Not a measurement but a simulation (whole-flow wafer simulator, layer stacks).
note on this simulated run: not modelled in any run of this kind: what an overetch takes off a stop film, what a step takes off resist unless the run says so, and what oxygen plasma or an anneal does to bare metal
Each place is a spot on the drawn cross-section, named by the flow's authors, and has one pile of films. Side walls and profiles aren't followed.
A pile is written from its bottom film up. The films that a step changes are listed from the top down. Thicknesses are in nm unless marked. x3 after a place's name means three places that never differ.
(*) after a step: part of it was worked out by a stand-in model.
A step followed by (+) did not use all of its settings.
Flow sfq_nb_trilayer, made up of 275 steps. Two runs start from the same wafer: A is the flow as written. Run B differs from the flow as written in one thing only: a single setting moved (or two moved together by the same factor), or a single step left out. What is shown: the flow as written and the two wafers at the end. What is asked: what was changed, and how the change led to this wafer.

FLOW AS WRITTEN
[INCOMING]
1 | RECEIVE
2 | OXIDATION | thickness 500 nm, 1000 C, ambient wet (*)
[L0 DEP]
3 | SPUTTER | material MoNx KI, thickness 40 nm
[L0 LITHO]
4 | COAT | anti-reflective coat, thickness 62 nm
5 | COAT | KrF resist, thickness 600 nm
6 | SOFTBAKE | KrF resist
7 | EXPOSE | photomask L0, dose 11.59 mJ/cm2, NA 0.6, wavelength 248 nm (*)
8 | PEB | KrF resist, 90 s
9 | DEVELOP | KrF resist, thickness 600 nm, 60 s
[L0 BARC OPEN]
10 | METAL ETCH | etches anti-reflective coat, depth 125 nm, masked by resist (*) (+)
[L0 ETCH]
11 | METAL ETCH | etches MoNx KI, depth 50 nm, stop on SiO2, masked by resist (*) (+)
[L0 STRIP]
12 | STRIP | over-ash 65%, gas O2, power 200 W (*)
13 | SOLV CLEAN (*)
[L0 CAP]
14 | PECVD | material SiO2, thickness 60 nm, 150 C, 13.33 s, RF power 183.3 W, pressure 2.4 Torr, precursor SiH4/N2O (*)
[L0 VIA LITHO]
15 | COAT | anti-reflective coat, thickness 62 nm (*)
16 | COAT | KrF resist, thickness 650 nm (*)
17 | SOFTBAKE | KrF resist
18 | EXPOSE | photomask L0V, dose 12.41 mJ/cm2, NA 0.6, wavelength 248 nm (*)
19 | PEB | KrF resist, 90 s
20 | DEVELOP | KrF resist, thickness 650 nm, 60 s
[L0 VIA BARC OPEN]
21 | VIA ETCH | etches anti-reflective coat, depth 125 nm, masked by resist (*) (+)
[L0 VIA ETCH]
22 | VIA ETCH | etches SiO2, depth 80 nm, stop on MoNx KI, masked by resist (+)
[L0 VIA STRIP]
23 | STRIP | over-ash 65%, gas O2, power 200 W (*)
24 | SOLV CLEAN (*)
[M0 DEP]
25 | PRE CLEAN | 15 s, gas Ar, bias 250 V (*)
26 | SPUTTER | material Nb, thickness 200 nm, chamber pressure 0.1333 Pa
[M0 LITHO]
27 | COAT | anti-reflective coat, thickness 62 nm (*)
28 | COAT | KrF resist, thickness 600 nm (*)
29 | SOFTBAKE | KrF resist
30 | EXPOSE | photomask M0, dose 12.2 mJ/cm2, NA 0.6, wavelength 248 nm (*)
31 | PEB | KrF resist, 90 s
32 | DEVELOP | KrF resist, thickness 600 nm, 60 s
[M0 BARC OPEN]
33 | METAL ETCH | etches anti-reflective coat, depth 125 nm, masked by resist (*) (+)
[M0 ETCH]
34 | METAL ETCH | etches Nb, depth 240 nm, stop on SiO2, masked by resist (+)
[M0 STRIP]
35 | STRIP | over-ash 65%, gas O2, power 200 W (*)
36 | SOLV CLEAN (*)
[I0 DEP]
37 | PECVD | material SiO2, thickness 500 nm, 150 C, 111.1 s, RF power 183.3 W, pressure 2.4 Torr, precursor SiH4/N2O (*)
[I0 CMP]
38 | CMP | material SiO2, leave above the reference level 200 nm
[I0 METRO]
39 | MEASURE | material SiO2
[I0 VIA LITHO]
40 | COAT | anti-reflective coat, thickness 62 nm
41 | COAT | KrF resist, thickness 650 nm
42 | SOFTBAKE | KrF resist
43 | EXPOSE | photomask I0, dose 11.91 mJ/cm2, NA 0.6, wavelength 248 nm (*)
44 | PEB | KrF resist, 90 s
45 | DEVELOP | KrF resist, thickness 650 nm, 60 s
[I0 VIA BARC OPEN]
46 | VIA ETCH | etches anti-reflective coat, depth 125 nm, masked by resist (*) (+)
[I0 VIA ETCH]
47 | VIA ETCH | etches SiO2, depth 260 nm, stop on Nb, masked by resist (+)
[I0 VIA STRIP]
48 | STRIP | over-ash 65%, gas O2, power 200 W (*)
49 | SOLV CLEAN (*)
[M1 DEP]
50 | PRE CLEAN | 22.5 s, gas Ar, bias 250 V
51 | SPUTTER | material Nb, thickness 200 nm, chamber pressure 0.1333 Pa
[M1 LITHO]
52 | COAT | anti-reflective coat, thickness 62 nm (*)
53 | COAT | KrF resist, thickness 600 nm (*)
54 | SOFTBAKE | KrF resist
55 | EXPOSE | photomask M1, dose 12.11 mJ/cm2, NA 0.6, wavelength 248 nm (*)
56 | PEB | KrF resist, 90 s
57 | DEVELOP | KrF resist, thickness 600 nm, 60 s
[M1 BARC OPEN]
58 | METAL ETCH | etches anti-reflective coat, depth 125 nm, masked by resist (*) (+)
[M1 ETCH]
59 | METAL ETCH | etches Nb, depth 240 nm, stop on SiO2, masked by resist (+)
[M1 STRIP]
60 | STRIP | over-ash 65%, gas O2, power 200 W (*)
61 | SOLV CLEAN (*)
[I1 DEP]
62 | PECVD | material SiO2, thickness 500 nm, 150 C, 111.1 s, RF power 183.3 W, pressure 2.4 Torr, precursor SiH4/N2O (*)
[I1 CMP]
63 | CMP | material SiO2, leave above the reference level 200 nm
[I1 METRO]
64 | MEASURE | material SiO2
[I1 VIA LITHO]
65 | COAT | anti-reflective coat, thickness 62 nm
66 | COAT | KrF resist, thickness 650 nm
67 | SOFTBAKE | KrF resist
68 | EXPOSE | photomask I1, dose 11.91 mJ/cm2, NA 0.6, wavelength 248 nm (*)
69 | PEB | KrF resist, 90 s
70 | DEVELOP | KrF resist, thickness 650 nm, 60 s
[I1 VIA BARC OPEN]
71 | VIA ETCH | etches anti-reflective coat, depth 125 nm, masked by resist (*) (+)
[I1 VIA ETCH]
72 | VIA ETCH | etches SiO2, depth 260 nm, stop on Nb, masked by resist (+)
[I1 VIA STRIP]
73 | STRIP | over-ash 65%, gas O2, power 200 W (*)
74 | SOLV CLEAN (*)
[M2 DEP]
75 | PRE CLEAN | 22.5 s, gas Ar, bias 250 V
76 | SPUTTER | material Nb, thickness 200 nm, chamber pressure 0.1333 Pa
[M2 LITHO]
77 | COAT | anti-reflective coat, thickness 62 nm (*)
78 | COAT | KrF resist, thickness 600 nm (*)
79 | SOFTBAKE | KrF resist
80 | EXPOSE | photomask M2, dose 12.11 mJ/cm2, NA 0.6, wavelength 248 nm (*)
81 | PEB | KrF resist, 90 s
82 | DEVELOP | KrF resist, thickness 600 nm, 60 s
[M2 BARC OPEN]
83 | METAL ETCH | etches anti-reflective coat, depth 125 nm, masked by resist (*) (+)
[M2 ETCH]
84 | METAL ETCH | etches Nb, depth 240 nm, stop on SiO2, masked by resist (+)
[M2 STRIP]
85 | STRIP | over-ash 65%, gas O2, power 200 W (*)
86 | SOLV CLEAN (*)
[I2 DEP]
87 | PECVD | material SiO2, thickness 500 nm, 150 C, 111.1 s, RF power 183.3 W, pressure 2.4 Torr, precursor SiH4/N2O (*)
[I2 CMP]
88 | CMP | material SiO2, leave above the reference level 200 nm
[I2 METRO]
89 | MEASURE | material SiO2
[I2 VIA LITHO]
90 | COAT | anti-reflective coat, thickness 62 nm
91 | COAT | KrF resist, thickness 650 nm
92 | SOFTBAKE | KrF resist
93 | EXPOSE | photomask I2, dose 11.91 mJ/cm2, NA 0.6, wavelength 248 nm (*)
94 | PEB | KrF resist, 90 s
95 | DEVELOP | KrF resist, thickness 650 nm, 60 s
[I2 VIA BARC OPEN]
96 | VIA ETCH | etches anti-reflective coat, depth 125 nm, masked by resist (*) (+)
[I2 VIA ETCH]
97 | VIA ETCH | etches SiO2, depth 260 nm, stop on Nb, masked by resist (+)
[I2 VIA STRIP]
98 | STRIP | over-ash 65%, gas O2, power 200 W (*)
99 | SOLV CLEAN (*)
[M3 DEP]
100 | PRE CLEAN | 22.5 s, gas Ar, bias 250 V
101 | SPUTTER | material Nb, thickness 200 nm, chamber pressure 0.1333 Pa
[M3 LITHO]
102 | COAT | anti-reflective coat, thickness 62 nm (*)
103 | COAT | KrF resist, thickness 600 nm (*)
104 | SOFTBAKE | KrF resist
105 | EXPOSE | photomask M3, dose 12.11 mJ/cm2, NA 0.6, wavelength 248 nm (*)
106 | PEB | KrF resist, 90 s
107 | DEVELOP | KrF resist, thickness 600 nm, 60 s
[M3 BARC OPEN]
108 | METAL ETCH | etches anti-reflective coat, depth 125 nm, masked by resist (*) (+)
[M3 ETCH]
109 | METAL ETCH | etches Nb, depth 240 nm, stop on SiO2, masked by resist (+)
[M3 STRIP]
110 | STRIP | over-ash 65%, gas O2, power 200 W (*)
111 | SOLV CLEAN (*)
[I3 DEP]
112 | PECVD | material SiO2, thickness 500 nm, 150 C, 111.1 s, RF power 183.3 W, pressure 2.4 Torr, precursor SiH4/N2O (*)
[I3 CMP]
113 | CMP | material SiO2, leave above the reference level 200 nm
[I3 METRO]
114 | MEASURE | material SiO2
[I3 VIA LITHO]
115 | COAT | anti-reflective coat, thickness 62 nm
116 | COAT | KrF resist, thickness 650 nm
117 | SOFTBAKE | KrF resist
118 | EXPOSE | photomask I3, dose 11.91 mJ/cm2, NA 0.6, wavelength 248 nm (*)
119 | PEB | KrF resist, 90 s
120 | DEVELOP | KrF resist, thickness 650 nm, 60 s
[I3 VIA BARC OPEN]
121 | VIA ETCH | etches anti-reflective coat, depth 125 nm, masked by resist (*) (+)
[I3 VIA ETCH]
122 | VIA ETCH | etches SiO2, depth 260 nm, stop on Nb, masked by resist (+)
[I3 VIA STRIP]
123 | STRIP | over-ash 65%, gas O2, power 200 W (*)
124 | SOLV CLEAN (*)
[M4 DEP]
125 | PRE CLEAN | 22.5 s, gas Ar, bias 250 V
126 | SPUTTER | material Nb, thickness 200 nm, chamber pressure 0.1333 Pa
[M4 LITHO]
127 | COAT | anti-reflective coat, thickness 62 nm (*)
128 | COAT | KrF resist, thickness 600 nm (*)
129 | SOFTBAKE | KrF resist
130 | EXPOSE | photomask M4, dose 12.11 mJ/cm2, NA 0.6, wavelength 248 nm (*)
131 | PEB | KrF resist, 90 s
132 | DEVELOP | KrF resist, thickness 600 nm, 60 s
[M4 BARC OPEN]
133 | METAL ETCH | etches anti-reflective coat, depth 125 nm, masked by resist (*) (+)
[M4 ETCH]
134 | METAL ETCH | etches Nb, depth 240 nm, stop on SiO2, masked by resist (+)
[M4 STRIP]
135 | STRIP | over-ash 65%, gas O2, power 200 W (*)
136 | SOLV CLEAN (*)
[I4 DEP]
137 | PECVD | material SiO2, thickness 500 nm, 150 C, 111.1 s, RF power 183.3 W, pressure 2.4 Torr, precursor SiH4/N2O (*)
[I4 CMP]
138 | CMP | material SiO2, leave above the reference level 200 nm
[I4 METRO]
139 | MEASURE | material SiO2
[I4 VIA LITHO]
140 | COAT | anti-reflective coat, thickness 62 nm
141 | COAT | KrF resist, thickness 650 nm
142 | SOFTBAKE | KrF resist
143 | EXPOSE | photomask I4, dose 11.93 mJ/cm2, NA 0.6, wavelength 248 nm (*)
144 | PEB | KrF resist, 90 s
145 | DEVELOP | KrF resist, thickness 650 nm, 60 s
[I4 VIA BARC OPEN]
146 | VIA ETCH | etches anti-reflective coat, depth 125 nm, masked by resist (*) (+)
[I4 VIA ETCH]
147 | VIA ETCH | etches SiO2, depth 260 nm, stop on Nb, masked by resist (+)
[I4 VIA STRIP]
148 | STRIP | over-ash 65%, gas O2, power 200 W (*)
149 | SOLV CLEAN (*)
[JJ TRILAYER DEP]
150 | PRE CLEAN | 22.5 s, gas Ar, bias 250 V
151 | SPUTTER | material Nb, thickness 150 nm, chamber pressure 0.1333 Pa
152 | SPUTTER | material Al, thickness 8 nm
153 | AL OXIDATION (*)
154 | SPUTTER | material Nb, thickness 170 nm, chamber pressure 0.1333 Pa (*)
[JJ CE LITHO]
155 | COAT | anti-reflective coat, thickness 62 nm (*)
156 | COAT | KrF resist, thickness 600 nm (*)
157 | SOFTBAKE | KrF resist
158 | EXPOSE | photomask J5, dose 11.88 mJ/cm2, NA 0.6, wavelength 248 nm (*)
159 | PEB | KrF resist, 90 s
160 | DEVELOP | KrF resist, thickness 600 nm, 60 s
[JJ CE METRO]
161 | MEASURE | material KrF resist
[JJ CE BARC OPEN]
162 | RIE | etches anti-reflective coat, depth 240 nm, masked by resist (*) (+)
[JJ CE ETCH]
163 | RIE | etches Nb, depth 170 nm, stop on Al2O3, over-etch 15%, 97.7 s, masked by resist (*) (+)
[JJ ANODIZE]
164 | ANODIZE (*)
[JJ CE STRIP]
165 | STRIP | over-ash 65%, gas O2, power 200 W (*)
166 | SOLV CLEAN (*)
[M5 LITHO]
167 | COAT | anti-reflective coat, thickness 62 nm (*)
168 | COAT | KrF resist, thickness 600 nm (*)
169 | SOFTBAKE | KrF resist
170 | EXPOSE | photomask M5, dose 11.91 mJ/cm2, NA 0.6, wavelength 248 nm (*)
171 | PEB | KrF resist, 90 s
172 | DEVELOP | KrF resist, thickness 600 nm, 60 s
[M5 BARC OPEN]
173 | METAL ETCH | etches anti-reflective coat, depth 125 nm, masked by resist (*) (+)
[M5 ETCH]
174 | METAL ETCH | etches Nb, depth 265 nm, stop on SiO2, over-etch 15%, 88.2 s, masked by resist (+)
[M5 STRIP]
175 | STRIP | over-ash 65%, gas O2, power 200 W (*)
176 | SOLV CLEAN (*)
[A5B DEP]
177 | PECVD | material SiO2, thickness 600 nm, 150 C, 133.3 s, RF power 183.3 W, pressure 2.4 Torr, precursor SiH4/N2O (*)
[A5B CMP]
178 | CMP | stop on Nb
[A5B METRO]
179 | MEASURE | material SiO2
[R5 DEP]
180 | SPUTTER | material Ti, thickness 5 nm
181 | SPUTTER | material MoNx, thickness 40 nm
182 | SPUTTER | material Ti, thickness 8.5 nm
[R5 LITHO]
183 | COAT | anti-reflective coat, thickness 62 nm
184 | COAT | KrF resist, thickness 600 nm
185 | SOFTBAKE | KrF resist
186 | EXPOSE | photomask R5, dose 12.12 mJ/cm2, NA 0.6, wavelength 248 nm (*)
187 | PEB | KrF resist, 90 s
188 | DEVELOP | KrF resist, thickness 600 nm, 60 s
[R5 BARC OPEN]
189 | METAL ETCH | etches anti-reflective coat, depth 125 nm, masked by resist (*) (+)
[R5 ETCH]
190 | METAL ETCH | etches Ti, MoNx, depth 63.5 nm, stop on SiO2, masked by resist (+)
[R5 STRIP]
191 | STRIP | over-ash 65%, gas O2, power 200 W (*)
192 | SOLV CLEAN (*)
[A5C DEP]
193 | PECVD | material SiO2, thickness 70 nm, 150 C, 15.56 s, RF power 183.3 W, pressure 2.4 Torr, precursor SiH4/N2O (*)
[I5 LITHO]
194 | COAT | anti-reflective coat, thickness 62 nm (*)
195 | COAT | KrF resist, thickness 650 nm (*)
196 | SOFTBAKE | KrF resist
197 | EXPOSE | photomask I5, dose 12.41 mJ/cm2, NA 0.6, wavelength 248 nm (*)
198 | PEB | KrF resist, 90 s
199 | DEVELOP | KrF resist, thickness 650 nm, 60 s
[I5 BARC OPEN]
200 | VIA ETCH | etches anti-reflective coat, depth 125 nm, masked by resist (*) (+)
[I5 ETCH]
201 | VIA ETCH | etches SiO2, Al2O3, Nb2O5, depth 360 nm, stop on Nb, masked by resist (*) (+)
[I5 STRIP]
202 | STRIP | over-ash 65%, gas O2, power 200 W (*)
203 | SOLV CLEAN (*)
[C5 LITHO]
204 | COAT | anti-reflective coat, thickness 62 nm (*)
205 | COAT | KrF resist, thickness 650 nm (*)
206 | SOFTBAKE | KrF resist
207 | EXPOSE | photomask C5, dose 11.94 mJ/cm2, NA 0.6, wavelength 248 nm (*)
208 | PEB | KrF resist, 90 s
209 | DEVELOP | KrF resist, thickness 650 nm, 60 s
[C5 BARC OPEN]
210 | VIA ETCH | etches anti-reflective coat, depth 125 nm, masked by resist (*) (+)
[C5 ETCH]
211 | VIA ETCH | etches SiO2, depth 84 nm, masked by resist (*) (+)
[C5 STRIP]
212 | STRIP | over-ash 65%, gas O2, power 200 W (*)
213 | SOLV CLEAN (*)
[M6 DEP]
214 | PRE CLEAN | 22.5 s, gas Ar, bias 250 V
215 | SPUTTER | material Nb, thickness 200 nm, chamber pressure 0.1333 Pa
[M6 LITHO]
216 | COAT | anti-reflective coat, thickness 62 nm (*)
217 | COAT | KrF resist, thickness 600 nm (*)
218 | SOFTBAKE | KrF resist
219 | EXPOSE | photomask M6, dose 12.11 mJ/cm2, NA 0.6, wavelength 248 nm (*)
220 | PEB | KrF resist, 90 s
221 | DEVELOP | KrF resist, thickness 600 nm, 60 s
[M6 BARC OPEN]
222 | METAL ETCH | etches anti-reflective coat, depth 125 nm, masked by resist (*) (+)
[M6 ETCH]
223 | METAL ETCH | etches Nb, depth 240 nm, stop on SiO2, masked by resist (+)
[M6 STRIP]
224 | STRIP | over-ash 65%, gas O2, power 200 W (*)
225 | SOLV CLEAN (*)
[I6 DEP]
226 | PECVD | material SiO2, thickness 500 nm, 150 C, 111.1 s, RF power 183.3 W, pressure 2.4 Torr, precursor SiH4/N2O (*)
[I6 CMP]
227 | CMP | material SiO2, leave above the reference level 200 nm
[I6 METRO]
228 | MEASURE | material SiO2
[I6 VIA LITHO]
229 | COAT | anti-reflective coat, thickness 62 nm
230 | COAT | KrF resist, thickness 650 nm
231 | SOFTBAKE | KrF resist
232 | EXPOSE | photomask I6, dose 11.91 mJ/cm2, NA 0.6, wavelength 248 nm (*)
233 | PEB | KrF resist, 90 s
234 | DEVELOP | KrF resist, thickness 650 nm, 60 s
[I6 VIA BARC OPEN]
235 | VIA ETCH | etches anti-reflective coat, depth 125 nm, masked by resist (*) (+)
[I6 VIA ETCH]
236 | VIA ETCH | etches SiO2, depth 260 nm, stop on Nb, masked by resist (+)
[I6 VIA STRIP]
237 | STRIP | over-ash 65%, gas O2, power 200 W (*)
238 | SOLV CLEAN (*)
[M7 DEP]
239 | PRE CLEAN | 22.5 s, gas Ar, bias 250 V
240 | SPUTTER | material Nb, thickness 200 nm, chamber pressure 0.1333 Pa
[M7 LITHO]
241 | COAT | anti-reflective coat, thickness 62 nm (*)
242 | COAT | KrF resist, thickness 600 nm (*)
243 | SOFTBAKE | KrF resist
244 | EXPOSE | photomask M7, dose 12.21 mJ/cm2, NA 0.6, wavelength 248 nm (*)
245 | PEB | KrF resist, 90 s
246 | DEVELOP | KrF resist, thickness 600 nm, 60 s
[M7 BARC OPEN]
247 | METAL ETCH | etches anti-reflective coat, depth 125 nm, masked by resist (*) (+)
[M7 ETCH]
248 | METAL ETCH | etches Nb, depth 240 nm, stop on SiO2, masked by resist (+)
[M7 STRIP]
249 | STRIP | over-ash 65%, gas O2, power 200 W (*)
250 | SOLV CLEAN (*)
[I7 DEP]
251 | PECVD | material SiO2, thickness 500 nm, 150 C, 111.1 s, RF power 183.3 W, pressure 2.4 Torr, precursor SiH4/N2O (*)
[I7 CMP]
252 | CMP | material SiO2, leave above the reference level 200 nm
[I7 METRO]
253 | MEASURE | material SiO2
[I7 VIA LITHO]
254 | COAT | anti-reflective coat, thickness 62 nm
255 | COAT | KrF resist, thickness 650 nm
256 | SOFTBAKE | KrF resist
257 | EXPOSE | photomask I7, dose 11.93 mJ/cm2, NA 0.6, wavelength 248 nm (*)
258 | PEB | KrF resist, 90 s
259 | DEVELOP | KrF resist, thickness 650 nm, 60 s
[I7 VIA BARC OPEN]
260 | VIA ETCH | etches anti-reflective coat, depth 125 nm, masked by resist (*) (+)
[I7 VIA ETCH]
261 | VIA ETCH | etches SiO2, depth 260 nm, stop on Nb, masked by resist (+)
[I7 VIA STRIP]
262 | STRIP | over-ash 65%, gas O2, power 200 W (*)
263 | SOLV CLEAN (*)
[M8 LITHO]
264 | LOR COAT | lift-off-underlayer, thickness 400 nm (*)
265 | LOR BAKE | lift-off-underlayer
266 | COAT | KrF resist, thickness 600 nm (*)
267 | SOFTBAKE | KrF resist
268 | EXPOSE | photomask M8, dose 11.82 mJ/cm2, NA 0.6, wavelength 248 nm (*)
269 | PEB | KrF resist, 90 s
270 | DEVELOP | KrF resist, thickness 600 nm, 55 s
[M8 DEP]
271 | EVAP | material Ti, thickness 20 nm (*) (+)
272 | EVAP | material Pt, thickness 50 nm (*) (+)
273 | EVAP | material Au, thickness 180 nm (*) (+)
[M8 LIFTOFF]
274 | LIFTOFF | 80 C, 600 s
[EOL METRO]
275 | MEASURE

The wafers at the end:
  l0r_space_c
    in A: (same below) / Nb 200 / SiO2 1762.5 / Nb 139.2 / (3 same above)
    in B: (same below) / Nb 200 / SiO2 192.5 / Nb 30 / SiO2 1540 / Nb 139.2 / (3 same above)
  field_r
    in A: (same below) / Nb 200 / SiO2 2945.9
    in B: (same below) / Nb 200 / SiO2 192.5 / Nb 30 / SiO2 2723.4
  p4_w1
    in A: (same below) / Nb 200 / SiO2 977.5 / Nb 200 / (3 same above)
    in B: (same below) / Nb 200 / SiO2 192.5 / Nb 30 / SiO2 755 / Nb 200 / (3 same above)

The reason: step 59, METAL ETCH: depth 170 nm was run, whereas the flow has depth 240 nm.

Step by step, how the change led to this:
  59 | METAL ETCH | etches Nb, depth 240 nm, stop on SiO2, masked by resist (+)
      field_l, be, be_sur and 79 more: A -200 Nb (all of it) | B -170 Nb
      v_sur, via_wl, via_w and 21 more: A -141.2 KrF resist | B -100 KrF resist
  60 | STRIP | over-ash 65%, gas O2, power 200 W (*)
      wl_j_sl, wl_jj, wl_j_sr and 13 more: A -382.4 KrF resist (all of it), -62 anti-reflective coat (all of it) | B -423.6 KrF resist (all of it), -62 anti-reflective coat (all of it)
      v_sur: A -365.9 KrF resist (all of it), -61.1 anti-reflective coat (all of it) | B -407 KrF resist (all of it), -61.1 anti-reflective coat (all of it)
      (also at 7 further places)
  62 | PECVD | material SiO2, thickness 500 nm, 150 C, 111.1 s, RF power 183.3 W, pressure 2.4 Torr, precursor SiH4/N2O (*)
      field_l, be, be_sur and 72 more: A +500 SiO2 | B +500 SiO2 (new film)
      lsp_m, ln_m6, lsp_r, l0_sur, l0v: A +494.9 SiO2 | B +500 SiO2 (new film)
      (also at 2 further places)
  63 | CMP | material SiO2, leave above the reference level 200 nm
      field_l, be, be_sur and 72 more: A -100 SiO2 | B -130 SiO2
      lsp_m, ln_m6, lsp_r, l0_sur, l0v: A -94.9 SiO2 | B -130 SiO2
If metal films that touch count as one body, l0r_space_c has 3 bodies (between them, from the top down: SiO2 1540; SiO2 192.5); the flow as written gives 2 bodies (between them, from the top down: SiO2 1762.5).
If metal films that touch count as one body, field_r has 2 bodies (between them, from the top down: SiO2 192.5); the flow as written gives 1 body.
If metal films that touch count as one body, p4_w1 has 4 bodies (between them, from the top down: SiO2 192.5; SiO2 755; SiO2 192.5); the flow as written gives 3 bodies (between them, from the top down: SiO2 192.5; SiO2 977.5).
